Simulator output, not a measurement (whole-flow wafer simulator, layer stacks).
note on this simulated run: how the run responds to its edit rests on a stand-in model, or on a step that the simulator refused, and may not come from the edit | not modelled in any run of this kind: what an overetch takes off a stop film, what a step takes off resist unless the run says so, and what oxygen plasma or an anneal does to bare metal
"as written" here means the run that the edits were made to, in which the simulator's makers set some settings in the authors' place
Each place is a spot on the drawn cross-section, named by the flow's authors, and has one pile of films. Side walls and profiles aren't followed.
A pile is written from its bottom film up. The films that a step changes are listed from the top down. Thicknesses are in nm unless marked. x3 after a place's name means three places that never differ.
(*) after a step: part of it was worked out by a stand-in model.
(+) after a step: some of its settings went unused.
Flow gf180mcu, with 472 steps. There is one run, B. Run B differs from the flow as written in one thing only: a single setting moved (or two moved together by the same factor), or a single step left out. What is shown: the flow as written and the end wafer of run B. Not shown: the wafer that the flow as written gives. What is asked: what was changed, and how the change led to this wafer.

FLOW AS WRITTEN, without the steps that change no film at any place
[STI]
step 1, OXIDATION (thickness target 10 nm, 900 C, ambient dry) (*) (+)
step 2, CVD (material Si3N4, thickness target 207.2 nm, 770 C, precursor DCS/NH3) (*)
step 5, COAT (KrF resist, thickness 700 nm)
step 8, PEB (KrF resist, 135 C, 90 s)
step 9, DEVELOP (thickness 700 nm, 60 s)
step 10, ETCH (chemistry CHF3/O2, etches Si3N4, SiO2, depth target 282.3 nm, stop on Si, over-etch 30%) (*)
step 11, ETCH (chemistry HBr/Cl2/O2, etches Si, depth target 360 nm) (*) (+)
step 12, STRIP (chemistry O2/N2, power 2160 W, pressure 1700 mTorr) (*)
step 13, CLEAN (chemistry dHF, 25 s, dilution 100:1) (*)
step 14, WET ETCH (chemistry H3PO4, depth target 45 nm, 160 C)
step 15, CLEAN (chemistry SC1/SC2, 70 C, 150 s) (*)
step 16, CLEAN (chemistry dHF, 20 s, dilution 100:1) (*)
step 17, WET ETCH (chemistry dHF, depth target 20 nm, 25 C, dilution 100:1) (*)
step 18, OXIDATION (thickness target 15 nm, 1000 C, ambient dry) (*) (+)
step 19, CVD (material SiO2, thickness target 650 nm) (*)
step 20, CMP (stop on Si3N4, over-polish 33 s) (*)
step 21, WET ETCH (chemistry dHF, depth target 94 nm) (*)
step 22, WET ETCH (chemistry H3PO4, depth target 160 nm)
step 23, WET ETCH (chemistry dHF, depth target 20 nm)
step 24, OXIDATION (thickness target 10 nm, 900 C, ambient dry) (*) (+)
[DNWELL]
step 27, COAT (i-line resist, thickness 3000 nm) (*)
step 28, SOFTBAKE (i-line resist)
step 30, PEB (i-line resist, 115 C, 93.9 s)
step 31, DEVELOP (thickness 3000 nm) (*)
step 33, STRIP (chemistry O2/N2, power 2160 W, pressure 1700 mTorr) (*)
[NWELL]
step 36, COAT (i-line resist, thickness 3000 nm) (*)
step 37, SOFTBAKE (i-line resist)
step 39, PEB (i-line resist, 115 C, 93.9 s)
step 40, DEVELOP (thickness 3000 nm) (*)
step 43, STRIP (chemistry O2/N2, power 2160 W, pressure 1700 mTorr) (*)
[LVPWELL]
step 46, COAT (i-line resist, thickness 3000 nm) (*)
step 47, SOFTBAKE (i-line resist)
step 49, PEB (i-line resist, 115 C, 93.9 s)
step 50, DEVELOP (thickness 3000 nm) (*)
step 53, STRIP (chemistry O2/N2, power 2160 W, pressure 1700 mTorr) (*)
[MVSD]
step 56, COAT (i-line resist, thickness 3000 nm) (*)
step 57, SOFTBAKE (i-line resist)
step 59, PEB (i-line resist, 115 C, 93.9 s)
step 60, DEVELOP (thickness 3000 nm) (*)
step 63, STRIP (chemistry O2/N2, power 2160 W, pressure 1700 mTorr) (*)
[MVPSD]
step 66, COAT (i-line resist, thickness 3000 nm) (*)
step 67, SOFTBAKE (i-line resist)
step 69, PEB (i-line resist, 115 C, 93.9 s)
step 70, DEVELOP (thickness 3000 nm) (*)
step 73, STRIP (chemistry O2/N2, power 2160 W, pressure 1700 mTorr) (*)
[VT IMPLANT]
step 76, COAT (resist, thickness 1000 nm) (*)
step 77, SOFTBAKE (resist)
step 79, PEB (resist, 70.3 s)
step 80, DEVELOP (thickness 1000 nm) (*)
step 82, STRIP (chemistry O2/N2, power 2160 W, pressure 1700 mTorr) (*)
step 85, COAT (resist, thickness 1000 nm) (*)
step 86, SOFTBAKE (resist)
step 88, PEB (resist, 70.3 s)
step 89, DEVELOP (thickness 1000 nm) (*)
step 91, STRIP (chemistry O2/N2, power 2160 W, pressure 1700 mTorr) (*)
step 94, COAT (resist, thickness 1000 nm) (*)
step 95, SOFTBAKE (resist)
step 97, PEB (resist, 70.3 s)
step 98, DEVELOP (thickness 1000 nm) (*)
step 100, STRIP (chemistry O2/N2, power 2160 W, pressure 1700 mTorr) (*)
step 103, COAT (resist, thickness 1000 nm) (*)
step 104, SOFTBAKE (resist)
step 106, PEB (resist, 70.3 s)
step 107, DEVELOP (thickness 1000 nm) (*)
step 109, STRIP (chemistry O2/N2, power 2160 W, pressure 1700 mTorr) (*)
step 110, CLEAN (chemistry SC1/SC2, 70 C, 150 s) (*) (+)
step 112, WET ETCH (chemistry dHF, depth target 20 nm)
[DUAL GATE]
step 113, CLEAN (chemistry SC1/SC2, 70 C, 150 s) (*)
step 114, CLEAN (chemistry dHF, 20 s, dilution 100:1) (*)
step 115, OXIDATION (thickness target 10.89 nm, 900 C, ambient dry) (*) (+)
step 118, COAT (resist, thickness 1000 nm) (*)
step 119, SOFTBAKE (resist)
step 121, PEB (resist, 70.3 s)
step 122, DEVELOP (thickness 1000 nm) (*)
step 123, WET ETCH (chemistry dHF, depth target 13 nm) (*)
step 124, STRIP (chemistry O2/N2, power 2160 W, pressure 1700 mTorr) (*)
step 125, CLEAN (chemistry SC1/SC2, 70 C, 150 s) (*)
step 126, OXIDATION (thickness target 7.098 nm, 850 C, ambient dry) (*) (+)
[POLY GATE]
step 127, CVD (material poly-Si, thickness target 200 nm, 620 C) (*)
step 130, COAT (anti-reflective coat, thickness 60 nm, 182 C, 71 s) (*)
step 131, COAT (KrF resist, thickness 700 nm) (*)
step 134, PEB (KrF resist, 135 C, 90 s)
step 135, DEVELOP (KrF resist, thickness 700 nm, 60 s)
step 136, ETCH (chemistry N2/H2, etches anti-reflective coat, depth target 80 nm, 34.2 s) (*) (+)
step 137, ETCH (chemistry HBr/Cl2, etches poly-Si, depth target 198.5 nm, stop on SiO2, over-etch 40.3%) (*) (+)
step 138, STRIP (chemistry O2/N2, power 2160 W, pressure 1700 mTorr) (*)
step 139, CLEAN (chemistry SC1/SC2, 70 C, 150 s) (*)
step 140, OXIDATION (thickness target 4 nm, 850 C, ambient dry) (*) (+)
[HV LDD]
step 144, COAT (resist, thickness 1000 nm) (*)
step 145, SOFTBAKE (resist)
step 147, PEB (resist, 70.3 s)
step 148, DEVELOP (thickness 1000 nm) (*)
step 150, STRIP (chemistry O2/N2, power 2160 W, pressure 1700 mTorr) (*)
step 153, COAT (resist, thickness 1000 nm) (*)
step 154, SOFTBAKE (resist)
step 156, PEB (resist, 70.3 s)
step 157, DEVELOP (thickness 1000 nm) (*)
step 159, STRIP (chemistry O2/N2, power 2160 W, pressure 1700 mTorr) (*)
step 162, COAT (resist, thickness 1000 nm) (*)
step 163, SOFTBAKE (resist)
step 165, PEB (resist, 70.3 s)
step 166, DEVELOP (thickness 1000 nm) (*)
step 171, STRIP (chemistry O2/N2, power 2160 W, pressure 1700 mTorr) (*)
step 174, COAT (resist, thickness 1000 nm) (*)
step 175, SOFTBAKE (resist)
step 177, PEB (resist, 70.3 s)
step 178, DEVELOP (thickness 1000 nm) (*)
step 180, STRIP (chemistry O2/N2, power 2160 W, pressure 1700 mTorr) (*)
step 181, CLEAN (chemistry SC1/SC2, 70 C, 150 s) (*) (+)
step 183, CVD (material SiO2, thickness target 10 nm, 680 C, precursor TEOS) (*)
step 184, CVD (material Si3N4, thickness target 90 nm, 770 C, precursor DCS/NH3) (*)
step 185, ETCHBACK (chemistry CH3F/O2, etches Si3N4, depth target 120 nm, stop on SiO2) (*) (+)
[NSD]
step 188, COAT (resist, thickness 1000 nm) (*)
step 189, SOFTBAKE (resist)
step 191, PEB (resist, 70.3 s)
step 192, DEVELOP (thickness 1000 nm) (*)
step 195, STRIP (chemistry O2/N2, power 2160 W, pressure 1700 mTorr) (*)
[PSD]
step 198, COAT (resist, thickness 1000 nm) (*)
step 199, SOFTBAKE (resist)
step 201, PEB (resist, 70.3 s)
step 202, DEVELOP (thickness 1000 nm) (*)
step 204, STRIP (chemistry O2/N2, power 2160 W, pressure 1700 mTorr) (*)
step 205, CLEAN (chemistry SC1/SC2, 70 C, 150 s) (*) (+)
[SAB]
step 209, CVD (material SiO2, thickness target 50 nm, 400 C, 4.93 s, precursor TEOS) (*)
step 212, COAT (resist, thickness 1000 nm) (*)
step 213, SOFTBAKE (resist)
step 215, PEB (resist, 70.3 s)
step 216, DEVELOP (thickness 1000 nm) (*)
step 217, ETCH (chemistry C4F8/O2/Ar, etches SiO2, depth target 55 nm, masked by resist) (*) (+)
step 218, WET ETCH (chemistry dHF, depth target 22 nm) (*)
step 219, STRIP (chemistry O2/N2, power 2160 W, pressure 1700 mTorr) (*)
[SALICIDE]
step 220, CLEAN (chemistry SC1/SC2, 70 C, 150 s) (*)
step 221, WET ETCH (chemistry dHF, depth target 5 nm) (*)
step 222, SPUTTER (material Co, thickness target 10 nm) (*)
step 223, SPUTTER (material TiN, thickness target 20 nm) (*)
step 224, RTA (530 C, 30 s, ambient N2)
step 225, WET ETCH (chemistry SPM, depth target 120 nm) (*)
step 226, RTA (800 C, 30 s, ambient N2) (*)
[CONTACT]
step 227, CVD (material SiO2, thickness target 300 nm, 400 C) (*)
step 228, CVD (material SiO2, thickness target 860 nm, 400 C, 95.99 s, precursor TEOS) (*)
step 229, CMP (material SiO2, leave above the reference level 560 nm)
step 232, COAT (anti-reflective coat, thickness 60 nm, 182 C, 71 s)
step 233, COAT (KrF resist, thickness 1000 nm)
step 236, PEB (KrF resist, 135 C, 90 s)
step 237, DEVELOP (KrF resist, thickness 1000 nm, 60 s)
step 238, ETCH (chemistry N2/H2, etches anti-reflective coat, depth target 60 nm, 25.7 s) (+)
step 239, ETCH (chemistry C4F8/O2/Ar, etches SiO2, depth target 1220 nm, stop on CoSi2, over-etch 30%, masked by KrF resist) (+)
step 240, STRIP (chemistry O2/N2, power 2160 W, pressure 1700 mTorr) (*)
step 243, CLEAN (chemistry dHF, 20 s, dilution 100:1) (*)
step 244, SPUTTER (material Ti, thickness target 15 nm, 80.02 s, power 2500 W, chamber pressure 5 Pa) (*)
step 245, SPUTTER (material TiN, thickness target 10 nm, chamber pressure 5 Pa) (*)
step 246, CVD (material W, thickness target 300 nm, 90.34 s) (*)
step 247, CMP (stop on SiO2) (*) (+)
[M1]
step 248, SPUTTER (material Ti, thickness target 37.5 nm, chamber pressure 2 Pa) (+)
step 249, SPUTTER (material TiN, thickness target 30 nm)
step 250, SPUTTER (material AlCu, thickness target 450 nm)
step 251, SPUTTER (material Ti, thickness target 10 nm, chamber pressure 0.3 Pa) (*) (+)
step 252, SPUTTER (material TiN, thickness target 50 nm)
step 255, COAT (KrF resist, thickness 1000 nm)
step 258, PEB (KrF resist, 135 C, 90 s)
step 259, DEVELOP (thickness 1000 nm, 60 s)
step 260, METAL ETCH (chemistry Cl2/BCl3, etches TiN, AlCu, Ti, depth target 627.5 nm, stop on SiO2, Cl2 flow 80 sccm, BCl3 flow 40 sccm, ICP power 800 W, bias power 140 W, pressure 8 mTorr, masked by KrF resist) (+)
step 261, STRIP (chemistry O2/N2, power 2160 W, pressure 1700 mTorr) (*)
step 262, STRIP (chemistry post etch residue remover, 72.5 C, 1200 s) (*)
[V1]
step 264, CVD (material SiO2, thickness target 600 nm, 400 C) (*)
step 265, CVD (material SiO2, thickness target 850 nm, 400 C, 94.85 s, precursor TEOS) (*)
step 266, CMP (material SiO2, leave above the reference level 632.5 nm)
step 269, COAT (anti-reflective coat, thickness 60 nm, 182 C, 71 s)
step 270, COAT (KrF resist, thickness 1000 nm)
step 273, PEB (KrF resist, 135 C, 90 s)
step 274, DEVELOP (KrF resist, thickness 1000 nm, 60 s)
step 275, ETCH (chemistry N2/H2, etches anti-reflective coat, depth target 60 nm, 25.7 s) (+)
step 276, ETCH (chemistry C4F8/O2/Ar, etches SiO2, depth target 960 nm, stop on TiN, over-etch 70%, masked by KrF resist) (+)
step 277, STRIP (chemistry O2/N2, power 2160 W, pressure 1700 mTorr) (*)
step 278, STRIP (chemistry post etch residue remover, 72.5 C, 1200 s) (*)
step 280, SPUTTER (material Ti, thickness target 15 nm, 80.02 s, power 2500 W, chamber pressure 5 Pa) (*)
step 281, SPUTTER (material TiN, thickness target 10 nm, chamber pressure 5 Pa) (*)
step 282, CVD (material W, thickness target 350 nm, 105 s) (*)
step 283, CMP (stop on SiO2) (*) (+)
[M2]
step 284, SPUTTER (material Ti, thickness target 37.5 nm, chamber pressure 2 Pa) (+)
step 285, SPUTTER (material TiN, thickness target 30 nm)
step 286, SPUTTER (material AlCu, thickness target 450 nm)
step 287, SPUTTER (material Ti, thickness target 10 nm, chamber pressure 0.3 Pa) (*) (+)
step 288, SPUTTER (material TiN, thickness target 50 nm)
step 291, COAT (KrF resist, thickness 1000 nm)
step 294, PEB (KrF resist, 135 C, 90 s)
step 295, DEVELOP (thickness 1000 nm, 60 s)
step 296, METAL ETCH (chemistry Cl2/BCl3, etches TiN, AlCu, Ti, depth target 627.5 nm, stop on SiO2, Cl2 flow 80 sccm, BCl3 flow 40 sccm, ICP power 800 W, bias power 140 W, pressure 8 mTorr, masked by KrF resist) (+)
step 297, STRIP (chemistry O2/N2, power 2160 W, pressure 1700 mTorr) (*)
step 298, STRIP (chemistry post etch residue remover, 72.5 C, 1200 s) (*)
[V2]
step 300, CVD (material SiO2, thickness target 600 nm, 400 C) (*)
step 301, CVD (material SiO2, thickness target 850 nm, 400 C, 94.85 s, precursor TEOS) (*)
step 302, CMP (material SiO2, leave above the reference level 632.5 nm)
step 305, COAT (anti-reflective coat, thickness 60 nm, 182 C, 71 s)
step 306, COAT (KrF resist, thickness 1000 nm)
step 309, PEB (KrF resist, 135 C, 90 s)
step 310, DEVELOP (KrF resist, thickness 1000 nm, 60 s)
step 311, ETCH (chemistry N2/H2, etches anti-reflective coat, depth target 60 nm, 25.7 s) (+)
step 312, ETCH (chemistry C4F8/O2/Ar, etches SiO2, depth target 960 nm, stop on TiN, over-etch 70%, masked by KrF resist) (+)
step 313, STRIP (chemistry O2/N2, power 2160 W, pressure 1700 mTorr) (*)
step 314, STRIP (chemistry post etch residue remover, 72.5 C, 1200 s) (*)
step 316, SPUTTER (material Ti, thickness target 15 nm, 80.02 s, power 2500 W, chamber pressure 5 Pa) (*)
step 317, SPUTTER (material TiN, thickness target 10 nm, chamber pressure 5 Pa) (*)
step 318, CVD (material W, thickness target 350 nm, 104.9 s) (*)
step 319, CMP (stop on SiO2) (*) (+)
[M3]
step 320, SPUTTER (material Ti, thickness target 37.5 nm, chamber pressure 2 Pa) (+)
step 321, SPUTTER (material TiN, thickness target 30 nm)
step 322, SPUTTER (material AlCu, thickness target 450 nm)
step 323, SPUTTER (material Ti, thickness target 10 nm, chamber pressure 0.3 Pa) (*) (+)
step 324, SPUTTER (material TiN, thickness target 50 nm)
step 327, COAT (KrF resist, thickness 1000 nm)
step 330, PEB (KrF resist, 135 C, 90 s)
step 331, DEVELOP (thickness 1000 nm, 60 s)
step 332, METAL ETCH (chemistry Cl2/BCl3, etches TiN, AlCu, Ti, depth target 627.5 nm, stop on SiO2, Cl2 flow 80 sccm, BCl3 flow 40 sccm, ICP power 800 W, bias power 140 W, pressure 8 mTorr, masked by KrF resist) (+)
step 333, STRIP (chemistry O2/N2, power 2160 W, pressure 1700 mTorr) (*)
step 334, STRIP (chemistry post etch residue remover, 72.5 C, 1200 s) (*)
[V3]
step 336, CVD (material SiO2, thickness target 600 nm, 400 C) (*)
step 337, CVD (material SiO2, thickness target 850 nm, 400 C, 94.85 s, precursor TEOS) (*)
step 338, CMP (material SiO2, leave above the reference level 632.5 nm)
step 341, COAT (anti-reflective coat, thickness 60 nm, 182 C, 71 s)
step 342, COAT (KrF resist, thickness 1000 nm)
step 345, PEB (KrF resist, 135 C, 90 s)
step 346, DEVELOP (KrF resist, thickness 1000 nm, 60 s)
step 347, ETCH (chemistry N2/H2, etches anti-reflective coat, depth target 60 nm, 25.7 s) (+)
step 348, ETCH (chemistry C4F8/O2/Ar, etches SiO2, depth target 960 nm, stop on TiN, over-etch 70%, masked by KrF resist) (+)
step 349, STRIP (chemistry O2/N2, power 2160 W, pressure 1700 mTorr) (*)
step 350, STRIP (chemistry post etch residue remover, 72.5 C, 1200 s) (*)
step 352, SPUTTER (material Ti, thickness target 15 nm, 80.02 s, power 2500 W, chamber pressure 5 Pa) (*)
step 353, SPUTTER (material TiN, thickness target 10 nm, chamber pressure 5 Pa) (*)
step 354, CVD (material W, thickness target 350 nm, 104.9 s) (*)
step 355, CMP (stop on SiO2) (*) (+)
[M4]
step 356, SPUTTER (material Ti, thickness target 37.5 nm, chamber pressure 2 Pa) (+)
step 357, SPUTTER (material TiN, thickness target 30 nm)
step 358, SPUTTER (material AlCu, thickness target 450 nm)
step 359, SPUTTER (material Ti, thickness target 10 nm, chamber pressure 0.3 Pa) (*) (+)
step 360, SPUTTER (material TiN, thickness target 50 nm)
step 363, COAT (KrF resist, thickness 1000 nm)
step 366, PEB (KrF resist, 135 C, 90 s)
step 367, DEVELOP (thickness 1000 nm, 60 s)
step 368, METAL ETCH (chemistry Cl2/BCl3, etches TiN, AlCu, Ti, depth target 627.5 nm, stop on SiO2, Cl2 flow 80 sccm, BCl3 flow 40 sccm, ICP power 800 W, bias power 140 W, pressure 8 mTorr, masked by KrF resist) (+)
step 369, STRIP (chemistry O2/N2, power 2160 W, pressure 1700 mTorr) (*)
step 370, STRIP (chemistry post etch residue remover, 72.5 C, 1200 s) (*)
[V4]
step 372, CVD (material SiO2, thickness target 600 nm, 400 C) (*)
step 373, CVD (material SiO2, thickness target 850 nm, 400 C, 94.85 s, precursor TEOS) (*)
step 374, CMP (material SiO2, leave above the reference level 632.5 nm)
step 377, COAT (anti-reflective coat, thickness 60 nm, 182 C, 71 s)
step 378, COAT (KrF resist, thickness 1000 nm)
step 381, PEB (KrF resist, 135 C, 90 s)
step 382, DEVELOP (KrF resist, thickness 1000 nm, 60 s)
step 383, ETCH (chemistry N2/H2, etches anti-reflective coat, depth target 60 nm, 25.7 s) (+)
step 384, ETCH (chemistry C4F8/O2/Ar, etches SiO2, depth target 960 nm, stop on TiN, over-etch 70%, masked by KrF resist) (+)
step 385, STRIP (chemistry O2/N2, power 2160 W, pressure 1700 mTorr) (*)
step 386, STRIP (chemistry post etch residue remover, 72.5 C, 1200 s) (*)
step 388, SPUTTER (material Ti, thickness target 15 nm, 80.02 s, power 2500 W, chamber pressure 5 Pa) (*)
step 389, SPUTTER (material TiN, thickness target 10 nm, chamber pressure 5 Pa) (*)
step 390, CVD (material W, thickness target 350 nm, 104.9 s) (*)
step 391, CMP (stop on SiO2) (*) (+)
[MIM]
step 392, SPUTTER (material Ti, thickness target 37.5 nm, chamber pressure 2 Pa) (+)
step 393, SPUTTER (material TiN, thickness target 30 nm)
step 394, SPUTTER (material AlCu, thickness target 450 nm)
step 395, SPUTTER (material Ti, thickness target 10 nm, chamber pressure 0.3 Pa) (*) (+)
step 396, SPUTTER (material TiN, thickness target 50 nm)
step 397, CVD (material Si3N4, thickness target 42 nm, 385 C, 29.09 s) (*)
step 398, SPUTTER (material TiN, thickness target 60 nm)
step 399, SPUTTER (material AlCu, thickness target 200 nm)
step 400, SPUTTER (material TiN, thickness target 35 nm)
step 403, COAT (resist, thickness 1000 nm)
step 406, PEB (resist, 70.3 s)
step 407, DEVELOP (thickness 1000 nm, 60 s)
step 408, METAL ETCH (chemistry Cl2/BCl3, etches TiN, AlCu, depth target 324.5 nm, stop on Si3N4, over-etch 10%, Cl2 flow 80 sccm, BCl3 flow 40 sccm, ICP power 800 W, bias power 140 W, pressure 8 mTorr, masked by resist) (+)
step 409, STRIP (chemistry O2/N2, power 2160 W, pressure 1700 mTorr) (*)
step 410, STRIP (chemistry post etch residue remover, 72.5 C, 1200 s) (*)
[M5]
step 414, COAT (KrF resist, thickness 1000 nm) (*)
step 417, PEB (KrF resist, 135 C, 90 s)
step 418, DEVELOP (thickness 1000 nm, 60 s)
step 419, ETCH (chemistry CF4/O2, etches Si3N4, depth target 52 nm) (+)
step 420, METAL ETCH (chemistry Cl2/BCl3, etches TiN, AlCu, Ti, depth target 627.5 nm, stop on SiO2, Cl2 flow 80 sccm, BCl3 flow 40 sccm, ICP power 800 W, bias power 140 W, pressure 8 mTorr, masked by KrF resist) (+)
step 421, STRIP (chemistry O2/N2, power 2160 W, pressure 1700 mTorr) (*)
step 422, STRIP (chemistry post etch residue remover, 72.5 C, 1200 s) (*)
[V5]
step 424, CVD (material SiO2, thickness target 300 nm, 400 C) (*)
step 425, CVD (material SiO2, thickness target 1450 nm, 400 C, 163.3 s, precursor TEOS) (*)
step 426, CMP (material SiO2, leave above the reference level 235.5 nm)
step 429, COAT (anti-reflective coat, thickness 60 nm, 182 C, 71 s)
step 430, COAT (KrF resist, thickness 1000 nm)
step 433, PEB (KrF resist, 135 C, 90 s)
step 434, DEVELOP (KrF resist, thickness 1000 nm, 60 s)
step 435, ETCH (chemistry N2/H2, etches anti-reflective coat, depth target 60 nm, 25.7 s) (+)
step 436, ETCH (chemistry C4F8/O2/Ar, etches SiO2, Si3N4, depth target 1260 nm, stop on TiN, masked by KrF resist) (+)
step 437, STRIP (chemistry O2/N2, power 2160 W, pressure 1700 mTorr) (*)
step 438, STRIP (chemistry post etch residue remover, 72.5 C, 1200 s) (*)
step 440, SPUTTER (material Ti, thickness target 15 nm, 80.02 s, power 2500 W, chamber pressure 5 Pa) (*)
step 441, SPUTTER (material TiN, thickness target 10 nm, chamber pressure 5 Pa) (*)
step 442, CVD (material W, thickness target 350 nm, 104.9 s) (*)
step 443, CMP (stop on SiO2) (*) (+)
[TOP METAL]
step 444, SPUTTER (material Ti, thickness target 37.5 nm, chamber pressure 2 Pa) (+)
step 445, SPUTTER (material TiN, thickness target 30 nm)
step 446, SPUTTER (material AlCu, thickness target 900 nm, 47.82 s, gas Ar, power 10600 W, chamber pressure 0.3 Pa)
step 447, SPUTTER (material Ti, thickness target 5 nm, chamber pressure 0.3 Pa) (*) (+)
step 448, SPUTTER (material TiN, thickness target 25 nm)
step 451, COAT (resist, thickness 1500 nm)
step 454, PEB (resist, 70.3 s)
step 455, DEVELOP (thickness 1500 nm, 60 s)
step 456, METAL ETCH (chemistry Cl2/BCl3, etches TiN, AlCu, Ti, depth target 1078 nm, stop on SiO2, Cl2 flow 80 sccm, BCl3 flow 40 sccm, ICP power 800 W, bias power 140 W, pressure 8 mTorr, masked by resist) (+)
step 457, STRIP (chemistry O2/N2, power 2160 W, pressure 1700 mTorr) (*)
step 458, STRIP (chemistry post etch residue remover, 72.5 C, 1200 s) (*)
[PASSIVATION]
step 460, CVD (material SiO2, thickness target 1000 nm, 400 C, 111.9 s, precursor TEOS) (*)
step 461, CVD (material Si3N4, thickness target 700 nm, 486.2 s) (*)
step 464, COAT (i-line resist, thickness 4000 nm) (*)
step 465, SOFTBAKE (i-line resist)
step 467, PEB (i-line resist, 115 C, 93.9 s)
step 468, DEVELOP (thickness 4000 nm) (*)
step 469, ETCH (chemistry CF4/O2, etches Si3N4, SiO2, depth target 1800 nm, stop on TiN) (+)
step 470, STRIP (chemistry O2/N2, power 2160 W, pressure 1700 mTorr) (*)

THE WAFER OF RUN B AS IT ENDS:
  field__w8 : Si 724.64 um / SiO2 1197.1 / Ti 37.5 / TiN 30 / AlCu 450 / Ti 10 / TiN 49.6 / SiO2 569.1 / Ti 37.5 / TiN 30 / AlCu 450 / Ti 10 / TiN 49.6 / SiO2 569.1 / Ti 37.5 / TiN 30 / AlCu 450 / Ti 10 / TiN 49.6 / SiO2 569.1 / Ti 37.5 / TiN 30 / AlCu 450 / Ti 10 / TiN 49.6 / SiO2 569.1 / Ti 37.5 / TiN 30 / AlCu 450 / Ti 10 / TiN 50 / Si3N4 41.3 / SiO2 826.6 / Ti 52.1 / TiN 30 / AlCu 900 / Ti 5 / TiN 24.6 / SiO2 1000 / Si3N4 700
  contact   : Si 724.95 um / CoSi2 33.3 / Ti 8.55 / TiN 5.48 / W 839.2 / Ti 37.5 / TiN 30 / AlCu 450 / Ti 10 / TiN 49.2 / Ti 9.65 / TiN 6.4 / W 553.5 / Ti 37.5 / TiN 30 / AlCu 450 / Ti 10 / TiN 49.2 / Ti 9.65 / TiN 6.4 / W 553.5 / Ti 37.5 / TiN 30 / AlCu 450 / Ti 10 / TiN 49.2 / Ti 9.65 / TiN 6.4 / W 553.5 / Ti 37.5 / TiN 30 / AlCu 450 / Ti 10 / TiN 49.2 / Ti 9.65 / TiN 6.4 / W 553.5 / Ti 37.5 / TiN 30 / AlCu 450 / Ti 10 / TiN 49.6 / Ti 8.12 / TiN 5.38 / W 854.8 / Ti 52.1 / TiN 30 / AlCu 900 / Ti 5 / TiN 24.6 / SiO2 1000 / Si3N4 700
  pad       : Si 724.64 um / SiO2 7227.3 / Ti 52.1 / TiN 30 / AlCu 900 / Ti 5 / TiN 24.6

The reason: step 444, SPUTTER: thickness target 52.1 nm was run, while the flow as written has thickness target 37.5 nm.
The wafer itself shows it: field__w8 has Ti 52.1, and step 444 as written asks for 37.5 nm.

Step by step, how the change led to this:
  step 444, SPUTTER (material Ti, thickness target 37.5 nm, chamber pressure 2 Pa) (+)
      field, field__w1, field__w2 and 109 more: Ti gains 52.1 (new film) (in the flow as written it would be: Ti gains 37.5 (new film))
  step 456, METAL ETCH (chemistry Cl2/BCl3, etches TiN, AlCu, Ti, depth target 1078 nm, stop on SiO2, Cl2 flow 80 sccm, BCl3 flow 40 sccm, ICP power 800 W, bias power 140 W, pressure 8 mTorr, masked by resist) (+)
      field, field__w1, field__w2 and 103 more: TiN loses 25 (all of it), Ti loses 5 (all of it), AlCu loses 900 (all of it), TiN loses 30 (all of it), Ti loses 52.1 (all of it) (in the flow as written it would be: TiN loses 25 (all of it), Ti loses 5 (all of it), AlCu loses 900 (all of it), TiN loses 30 (all of it), Ti loses 37.5 (all of it))
  step 465, SOFTBAKE (i-line resist)
      gate: i-line resist loses 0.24 (in the flow as written it would be: i-line resist gains 1.79)
      ld_fp_p, ld_drift_p: i-line resist gains 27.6 (in the flow as written it would be: i-line resist gains 33.8)
      (and at 61 other places as well)
